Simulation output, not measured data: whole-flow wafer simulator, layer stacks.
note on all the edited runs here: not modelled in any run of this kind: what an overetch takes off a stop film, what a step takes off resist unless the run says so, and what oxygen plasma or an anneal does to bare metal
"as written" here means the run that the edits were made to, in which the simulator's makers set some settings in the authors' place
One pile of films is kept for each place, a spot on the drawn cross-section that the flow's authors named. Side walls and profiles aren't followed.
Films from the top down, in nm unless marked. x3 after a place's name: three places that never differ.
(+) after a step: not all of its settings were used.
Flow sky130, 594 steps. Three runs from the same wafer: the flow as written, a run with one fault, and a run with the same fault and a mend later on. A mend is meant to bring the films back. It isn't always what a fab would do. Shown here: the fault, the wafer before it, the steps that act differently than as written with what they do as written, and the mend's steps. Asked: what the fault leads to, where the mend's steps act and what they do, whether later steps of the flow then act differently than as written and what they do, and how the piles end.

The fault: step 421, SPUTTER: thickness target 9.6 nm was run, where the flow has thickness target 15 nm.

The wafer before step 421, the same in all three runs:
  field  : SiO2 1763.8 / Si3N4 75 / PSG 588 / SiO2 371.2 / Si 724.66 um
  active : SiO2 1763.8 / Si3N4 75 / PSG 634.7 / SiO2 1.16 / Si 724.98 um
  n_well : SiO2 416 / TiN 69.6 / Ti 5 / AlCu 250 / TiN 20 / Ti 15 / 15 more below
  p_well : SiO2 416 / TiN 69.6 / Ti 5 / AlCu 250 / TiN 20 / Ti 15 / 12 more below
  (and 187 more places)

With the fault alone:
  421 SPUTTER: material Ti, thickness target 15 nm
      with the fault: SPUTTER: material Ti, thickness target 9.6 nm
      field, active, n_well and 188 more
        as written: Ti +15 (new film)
        with the fault: Ti +9.6 (new film)
  Later steps of the flow that act differently than as written (17 more steps differ only slightly, by at most 2% or 0.5 nm, whichever is larger, and aren't shown):
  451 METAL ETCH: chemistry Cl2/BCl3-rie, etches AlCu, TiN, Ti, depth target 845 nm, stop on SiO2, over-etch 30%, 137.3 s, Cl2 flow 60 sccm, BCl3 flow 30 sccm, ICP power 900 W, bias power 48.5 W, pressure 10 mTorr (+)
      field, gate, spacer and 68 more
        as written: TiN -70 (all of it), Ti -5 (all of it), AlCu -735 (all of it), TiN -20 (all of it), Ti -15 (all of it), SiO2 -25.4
        with the fault: TiN -70 (all of it), Ti -5 (all of it), AlCu -735 (all of it), TiN -20 (all of it), Ti -9.6 (all of it), SiO2 -25.9
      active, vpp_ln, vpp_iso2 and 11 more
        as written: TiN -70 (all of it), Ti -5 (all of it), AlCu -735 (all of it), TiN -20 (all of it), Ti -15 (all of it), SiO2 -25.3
        with the fault: TiN -70 (all of it), Ti -5 (all of it), AlCu -735 (all of it), TiN -20 (all of it), Ti -9.6 (all of it), SiO2 -25.9
  At the end the piles differ from the flow's by more than 2% or 0.5 nm, whichever is larger, at n_well, p_well, gate_hv and 104 more.
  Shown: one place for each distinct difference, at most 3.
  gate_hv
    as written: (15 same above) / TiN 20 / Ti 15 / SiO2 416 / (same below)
    with the fault: (15 same above) / TiN 20 / Ti 9.6 / SiO2 416 / (same below)
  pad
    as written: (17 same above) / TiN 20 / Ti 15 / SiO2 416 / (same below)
    with the fault: (17 same above) / TiN 20 / Ti 9.6 / SiO2 416 / (same below)
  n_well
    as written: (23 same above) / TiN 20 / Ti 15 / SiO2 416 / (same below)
    with the fault: (23 same above) / TiN 20 / Ti 9.6 / SiO2 416 / (same below)

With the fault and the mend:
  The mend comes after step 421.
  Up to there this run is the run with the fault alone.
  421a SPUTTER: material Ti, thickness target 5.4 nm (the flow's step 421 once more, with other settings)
      field, active, n_well and 188 more
        Ti +5.4
  No later step of the flow acts differently than as written at any place that is followed.
  At the end the piles are the same as the flow's at every place that both follow.
